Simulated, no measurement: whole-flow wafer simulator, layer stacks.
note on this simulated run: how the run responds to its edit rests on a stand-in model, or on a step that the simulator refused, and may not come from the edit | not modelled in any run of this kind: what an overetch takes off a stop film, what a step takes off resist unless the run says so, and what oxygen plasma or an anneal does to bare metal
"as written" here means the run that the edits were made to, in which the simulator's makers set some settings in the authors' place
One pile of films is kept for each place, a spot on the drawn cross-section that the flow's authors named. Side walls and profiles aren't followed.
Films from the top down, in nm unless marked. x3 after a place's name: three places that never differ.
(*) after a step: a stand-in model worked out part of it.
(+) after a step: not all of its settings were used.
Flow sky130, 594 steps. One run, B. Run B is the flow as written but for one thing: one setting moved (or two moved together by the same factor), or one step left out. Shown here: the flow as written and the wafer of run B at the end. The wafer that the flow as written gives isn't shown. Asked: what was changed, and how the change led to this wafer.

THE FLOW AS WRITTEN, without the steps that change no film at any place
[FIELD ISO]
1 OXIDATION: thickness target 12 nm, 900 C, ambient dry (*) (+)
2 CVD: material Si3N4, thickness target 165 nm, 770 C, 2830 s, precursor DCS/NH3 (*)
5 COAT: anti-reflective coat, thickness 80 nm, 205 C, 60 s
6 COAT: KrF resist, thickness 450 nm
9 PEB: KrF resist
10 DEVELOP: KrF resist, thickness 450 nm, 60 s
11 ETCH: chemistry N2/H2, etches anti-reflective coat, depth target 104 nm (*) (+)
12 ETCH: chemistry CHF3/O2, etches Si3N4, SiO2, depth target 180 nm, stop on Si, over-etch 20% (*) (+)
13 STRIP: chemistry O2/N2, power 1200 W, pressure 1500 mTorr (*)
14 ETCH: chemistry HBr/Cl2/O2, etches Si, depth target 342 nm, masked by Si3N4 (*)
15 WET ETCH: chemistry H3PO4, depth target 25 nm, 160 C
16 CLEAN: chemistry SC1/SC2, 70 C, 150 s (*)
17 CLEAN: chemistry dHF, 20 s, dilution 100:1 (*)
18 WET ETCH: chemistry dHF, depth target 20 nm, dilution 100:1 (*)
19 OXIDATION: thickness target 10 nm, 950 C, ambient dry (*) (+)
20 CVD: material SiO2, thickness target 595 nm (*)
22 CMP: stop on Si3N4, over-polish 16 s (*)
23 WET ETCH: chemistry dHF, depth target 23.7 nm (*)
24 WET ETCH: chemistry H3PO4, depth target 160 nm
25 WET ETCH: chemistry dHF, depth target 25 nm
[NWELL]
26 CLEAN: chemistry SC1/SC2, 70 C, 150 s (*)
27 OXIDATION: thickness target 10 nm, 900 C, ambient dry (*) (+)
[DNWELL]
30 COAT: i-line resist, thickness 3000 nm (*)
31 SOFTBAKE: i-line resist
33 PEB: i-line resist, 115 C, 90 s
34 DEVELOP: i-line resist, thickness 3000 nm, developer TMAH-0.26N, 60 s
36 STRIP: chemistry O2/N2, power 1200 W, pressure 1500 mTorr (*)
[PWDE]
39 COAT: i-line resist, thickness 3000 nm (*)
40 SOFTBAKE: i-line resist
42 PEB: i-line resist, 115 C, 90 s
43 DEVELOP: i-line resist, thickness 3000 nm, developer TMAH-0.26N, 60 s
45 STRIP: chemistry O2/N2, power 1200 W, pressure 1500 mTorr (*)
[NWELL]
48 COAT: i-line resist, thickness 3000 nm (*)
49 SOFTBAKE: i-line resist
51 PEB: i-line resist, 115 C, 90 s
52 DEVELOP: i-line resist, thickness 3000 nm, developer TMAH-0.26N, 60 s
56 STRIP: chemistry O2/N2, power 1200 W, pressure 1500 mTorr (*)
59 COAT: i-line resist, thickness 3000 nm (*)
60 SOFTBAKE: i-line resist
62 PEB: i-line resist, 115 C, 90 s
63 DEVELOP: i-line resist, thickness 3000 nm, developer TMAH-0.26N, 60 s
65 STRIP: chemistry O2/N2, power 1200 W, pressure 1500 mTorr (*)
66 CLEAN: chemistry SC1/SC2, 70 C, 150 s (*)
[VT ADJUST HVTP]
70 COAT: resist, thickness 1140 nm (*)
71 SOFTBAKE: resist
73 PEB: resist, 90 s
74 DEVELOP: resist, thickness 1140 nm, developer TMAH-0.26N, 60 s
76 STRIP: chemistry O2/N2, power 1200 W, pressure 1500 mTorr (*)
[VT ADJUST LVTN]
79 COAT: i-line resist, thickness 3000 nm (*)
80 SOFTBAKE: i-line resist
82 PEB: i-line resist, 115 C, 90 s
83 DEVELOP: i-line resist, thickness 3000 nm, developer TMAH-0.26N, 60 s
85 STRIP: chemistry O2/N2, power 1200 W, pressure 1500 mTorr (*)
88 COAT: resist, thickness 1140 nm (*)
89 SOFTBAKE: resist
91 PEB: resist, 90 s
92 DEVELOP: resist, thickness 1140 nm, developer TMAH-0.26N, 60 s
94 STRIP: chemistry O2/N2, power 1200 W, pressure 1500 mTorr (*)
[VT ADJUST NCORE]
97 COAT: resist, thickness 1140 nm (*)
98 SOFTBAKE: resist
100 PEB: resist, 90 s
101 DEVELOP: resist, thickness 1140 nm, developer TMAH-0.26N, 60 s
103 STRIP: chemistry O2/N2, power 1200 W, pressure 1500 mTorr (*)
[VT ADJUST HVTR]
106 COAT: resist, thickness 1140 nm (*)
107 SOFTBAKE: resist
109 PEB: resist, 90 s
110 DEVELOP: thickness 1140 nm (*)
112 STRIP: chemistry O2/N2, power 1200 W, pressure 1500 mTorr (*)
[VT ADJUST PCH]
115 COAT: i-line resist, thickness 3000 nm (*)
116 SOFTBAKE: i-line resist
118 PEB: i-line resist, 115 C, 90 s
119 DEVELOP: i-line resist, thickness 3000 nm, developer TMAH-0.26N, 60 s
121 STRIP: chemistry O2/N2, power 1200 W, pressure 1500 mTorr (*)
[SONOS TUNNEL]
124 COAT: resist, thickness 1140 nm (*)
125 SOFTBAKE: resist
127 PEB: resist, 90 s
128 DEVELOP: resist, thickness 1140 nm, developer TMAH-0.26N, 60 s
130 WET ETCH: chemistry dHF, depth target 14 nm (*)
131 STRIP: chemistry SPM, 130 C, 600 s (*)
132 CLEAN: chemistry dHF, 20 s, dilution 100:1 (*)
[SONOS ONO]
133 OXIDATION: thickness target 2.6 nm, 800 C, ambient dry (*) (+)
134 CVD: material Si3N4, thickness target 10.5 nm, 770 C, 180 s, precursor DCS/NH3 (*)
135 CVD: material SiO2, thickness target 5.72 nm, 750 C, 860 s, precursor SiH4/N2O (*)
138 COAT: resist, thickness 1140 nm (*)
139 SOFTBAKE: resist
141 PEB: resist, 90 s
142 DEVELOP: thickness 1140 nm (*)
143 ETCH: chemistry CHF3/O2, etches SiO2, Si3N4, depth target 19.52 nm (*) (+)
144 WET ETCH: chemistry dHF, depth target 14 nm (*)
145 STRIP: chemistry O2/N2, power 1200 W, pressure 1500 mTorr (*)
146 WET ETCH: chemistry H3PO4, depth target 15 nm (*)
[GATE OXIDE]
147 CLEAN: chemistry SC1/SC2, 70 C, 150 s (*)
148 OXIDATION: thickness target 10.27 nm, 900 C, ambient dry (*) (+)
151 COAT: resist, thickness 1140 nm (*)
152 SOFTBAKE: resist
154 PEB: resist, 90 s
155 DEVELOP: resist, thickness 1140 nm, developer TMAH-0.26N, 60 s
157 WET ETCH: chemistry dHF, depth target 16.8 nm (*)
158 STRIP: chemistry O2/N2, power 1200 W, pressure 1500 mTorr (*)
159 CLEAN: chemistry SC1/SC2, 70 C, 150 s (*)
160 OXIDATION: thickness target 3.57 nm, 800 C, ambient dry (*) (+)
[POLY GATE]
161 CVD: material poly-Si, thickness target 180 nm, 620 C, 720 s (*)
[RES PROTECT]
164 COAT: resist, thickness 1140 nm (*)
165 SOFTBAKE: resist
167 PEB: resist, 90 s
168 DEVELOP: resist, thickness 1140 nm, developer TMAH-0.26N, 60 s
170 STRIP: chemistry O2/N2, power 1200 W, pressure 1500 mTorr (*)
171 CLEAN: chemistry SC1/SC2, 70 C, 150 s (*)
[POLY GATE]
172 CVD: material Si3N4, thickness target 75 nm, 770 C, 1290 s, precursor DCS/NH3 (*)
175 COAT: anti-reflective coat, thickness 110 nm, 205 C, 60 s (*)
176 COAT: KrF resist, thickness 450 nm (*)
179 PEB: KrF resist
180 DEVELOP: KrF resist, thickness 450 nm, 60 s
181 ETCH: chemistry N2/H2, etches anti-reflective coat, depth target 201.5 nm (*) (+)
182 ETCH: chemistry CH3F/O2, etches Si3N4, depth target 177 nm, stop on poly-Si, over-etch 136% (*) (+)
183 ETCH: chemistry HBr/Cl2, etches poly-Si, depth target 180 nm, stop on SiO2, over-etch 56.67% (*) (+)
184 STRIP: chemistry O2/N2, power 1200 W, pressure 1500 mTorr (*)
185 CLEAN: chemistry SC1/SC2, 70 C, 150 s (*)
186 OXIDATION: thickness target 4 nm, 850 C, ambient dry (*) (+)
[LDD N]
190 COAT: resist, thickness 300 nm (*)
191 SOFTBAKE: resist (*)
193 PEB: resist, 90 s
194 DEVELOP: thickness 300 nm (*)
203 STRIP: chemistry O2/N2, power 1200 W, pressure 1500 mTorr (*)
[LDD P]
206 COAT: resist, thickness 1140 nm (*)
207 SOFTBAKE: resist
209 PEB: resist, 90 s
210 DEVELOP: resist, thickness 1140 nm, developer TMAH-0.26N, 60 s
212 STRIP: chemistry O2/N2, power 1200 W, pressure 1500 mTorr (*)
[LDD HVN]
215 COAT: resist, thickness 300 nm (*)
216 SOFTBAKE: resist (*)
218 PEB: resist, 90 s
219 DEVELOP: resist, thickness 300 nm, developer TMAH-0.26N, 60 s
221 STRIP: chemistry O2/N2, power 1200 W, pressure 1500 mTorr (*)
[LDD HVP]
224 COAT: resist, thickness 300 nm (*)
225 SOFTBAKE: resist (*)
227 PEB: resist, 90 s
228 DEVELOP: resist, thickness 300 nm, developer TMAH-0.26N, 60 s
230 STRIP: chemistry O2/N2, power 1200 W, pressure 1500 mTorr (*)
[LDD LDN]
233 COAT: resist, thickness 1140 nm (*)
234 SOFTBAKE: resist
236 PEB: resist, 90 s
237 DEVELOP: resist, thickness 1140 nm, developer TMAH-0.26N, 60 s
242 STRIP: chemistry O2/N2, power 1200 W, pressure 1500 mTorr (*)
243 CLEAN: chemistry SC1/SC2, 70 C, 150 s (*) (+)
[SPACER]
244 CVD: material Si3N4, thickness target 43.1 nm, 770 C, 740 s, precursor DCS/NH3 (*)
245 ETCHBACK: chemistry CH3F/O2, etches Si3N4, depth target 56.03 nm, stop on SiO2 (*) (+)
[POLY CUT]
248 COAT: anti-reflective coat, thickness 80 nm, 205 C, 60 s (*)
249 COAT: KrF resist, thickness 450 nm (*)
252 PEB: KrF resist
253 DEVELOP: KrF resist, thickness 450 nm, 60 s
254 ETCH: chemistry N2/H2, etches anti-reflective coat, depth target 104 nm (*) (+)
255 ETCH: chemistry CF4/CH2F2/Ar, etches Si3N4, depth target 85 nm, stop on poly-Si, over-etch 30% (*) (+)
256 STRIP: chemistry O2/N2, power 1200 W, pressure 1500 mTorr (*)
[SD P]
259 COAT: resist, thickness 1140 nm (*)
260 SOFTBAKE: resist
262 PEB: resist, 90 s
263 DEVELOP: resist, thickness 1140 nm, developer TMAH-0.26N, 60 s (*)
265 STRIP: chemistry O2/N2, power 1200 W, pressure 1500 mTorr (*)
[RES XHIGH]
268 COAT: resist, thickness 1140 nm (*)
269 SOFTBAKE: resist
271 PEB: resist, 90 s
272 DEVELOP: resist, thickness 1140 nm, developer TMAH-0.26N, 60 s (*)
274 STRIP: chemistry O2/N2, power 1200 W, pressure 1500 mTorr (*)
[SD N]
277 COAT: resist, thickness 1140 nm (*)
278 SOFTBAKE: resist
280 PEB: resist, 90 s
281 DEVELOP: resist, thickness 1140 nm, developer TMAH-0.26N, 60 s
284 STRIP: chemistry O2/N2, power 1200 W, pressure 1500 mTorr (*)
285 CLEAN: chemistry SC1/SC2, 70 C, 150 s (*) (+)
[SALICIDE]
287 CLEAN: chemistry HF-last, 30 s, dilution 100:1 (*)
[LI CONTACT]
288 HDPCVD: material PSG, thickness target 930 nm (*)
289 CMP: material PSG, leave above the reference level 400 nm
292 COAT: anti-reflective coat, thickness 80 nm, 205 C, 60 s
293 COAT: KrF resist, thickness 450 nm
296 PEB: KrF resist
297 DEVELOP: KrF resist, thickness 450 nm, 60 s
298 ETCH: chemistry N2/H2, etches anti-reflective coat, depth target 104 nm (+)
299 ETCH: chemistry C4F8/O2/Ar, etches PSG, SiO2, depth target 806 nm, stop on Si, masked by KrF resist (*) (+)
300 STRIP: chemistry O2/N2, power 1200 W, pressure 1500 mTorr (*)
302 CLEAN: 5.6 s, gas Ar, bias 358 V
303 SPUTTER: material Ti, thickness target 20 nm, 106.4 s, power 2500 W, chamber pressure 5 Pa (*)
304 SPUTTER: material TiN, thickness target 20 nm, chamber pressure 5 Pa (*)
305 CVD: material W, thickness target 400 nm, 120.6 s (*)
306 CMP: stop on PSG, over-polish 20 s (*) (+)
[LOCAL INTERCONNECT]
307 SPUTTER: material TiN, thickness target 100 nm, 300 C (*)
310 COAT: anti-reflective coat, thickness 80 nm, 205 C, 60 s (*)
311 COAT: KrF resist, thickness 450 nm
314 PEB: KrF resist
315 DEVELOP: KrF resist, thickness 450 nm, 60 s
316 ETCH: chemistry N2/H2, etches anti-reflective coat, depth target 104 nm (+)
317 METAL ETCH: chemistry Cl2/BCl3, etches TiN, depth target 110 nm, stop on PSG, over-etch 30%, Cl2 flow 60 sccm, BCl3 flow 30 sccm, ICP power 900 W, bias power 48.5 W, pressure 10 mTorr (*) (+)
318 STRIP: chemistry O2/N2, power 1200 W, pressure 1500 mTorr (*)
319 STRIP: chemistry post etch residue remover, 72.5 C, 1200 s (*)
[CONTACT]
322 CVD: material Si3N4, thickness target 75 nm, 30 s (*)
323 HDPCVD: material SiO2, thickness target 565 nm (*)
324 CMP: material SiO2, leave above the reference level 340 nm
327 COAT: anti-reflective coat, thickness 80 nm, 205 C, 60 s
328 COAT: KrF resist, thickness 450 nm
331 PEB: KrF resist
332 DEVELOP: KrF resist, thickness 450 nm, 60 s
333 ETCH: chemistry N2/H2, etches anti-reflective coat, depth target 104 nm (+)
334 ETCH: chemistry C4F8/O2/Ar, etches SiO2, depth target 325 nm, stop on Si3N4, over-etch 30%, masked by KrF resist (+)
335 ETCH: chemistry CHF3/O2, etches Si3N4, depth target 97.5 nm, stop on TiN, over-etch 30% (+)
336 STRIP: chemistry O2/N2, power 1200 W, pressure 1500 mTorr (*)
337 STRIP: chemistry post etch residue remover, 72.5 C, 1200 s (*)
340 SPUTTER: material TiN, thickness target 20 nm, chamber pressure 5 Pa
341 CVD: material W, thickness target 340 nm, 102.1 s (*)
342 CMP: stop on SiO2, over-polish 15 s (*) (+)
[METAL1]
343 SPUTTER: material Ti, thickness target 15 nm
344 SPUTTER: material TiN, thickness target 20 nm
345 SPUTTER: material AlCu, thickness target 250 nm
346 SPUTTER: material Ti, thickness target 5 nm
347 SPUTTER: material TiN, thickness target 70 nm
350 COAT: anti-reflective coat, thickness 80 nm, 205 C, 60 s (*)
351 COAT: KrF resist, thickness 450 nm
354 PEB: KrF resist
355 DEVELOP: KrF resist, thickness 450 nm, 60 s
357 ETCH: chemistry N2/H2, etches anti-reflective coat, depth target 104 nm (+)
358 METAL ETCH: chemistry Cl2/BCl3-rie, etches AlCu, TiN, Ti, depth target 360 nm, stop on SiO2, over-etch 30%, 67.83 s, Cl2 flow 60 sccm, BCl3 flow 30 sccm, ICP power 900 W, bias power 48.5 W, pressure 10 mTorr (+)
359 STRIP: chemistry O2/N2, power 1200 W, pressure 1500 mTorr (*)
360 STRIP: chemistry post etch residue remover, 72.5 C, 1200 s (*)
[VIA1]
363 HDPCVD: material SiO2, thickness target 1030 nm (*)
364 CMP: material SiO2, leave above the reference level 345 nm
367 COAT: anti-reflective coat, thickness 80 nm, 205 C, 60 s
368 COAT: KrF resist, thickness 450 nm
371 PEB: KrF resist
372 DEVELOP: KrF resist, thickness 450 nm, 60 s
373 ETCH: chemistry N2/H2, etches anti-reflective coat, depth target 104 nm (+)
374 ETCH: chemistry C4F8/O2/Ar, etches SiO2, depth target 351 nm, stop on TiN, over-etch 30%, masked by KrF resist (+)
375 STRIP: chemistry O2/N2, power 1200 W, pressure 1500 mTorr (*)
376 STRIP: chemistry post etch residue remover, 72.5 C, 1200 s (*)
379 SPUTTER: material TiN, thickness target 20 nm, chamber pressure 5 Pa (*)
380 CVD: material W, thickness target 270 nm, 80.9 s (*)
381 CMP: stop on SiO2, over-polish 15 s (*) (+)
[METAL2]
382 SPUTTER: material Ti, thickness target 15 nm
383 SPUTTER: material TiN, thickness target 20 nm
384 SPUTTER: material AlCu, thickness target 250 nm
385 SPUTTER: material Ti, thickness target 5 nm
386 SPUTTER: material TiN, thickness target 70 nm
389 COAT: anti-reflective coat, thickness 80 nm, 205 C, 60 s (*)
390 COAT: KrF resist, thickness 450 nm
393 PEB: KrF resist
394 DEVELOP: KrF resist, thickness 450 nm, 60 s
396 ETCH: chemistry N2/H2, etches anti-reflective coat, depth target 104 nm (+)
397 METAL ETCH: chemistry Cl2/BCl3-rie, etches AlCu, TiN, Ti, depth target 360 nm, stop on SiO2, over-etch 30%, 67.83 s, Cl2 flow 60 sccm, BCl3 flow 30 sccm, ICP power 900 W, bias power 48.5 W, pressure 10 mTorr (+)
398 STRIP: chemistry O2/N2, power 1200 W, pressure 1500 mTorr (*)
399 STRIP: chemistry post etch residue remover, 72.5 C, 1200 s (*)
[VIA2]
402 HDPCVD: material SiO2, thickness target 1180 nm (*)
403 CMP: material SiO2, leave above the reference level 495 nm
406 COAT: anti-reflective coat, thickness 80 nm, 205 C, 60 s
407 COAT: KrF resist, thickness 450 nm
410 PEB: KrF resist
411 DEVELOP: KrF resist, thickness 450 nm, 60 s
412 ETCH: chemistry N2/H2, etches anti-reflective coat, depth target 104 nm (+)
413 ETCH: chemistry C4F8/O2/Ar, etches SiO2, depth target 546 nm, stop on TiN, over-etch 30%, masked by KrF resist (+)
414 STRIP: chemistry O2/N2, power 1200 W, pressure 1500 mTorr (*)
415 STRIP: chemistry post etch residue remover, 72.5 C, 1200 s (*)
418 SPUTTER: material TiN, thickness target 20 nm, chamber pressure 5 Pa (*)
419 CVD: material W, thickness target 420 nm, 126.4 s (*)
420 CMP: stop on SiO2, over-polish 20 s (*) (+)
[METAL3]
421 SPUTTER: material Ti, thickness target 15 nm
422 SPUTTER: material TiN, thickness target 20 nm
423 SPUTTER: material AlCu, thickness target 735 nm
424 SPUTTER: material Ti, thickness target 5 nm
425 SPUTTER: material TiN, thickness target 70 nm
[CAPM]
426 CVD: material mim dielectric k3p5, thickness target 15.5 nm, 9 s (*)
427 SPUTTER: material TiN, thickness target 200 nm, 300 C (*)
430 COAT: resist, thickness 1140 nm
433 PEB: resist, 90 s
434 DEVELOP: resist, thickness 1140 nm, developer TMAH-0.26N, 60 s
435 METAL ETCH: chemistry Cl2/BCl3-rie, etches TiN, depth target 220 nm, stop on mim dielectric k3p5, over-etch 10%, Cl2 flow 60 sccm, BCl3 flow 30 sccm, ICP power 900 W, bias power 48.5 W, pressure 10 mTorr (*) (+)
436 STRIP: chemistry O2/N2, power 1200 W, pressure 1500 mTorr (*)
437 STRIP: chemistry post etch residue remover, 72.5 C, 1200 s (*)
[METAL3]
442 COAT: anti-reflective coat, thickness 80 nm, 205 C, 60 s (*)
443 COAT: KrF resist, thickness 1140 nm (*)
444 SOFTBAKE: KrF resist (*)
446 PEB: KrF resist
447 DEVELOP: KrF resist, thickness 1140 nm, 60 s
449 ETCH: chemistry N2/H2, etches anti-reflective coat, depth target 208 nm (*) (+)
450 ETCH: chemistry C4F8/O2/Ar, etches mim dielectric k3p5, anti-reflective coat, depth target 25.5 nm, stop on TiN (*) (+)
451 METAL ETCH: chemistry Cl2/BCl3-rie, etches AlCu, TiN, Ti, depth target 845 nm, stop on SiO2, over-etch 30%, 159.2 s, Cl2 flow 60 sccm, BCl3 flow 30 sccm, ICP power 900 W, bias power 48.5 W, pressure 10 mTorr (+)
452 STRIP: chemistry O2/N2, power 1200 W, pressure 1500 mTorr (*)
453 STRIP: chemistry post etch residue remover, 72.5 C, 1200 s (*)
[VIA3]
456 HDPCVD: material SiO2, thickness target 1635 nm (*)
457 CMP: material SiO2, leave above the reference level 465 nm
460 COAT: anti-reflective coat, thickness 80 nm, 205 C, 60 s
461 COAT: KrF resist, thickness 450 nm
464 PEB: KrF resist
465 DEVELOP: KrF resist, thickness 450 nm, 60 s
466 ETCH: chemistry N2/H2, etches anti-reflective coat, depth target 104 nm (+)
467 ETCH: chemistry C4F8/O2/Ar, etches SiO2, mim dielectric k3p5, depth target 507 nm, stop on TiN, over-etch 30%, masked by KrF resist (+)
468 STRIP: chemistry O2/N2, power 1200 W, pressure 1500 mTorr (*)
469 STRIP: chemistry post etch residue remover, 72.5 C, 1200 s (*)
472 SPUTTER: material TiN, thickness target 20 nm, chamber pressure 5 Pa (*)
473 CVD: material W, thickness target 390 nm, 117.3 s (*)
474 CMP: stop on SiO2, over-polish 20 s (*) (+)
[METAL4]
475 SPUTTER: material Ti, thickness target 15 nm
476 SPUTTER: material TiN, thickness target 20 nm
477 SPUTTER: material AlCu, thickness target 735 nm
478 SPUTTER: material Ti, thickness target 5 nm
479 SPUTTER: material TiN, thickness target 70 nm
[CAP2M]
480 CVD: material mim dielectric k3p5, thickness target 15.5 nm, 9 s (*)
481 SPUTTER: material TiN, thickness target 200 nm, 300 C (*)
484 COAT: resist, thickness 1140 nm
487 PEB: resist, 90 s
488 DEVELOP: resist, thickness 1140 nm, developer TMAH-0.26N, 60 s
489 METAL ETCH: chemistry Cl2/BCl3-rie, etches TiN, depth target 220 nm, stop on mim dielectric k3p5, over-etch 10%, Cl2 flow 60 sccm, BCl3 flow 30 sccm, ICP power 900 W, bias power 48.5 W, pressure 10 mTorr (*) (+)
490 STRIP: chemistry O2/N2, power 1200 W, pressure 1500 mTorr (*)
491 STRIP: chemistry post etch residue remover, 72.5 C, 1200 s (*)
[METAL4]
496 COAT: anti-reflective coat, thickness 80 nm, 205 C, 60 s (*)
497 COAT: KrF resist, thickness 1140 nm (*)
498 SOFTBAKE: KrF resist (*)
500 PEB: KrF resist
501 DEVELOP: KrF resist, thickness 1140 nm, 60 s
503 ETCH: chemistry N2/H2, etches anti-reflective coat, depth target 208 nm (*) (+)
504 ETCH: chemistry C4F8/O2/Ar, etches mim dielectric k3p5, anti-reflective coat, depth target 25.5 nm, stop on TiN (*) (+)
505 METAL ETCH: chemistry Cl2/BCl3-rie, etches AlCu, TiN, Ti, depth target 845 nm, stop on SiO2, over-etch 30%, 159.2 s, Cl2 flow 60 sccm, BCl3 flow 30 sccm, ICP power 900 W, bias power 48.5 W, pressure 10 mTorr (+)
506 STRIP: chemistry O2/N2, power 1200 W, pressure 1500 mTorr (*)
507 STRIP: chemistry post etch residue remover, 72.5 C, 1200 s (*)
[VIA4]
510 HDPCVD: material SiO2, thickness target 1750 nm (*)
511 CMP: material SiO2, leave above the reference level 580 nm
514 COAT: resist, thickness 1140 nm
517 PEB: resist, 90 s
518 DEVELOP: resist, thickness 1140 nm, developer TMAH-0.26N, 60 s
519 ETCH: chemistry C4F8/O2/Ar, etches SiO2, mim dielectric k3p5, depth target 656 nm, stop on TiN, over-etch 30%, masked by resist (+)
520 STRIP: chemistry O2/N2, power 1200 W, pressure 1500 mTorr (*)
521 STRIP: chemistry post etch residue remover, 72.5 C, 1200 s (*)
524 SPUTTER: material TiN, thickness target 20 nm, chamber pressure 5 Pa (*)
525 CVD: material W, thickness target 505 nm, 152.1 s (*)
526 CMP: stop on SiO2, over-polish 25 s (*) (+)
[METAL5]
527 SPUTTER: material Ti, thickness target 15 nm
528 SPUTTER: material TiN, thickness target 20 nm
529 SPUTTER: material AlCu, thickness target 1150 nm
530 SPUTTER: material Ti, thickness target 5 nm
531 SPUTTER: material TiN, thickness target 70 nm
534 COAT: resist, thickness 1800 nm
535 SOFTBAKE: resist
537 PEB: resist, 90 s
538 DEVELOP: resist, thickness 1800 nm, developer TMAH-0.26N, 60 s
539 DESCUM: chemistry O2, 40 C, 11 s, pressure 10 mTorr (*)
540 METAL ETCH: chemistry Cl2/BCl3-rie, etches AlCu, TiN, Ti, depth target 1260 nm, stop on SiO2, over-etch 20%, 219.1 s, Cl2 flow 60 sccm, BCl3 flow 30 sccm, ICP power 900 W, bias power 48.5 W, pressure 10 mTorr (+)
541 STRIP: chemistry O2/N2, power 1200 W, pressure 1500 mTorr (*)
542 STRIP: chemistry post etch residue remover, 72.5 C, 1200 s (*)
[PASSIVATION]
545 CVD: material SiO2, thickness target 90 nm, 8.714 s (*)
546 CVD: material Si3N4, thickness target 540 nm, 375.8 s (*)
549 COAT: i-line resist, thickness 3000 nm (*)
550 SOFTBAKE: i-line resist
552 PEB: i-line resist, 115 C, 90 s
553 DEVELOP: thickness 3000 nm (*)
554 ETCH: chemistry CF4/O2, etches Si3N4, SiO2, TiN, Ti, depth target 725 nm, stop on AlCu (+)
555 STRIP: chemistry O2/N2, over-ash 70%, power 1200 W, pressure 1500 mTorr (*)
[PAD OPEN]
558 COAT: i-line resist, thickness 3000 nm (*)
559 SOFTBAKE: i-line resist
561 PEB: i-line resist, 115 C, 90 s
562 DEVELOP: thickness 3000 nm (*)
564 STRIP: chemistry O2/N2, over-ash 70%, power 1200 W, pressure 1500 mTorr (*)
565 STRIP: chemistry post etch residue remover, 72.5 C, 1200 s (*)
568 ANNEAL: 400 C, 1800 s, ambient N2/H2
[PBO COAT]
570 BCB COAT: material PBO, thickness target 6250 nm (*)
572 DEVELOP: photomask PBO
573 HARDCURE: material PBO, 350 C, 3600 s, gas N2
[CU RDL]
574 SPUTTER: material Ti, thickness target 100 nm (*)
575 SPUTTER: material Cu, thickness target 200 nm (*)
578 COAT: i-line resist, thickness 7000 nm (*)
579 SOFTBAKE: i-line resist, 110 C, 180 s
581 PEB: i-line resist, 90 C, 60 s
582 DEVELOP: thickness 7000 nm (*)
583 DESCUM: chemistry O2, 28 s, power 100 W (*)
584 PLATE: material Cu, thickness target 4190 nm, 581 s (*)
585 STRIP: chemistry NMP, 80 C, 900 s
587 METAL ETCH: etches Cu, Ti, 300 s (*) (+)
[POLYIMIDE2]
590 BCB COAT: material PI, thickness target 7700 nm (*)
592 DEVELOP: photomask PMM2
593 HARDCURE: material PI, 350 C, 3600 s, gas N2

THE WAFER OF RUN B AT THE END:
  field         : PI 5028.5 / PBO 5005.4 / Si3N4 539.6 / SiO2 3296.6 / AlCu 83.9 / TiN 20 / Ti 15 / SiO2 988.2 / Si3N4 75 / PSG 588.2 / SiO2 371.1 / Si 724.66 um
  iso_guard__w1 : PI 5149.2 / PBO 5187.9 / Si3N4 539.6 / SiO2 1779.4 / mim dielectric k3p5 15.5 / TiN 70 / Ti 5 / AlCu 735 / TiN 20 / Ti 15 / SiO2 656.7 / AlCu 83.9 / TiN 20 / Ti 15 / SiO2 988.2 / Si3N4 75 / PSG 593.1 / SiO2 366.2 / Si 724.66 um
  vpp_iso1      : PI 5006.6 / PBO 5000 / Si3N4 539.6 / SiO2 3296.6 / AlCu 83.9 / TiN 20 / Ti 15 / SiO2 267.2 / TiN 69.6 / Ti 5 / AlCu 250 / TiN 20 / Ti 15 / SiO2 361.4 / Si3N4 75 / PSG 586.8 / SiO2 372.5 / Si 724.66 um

The cause: step 397, METAL ETCH: depth target 180 nm was run, where the flow has depth target 360 nm.

How the change led to this, step by step:
  397 METAL ETCH: chemistry Cl2/BCl3-rie, etches AlCu, TiN, Ti, depth target 360 nm, stop on SiO2, over-etch 30%, 67.83 s, Cl2 flow 60 sccm, BCl3 flow 30 sccm, ICP power 900 W, bias power 48.5 W, pressure 10 mTorr (+)
      field, active, gate and 82 more: TiN -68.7 (all of it), Ti -5 (all of it), AlCu -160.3 (as written it would be: TiN -68.7 (all of it), Ti -5 (all of it), AlCu -250 (all of it), TiN -20 (all of it), Ti -15 (all of it), SiO2 -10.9)
      n_well, p_well, gate_hv and 103 more: KrF resist -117 (as written it would be: KrF resist -234)
  398 STRIP: chemistry O2/N2, power 1200 W, pressure 1500 mTorr (*)
      n_well, p_well, gate_hv and 101 more: KrF resist -258.4 (all of it), anti-reflective coat -80 (all of it) (as written it would be: KrF resist -141.4 (all of it), anti-reflective coat -80 (all of it))
      m1, via1_hole: KrF resist -258.5 (all of it), anti-reflective coat -80.4 (all of it) (as written it would be: KrF resist -141.5 (all of it), anti-reflective coat -80.4 (all of it))
  399 STRIP: chemistry post etch residue remover, 72.5 C, 1200 s (*)
      field, active, gate and 82 more: AlCu -5.72 (as written it would be: nothing)
  402 HDPCVD: material SiO2, thickness target 1180 nm (*)
      field, active, gate and 82 more: SiO2 +1180 (new film) (as written it would be: SiO2 +1180)
  403 CMP: material SiO2, leave above the reference level 495 nm
      field, active, gate and 82 more: SiO2 -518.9 (as written it would be: SiO2 -389.1)
Counting metal films that touch as one body, field has 1 body; the flow as written gives 0 bodies.
Counting metal films that touch as one body, iso_guard__w1 has 2 bodies (between them, from the top down: SiO2 656.7); the flow as written gives 1 body.
Counting metal films that touch as one body, vpp_iso1 has 2 bodies (between them, from the top down: SiO2 267.2); the flow as written gives 1 body.
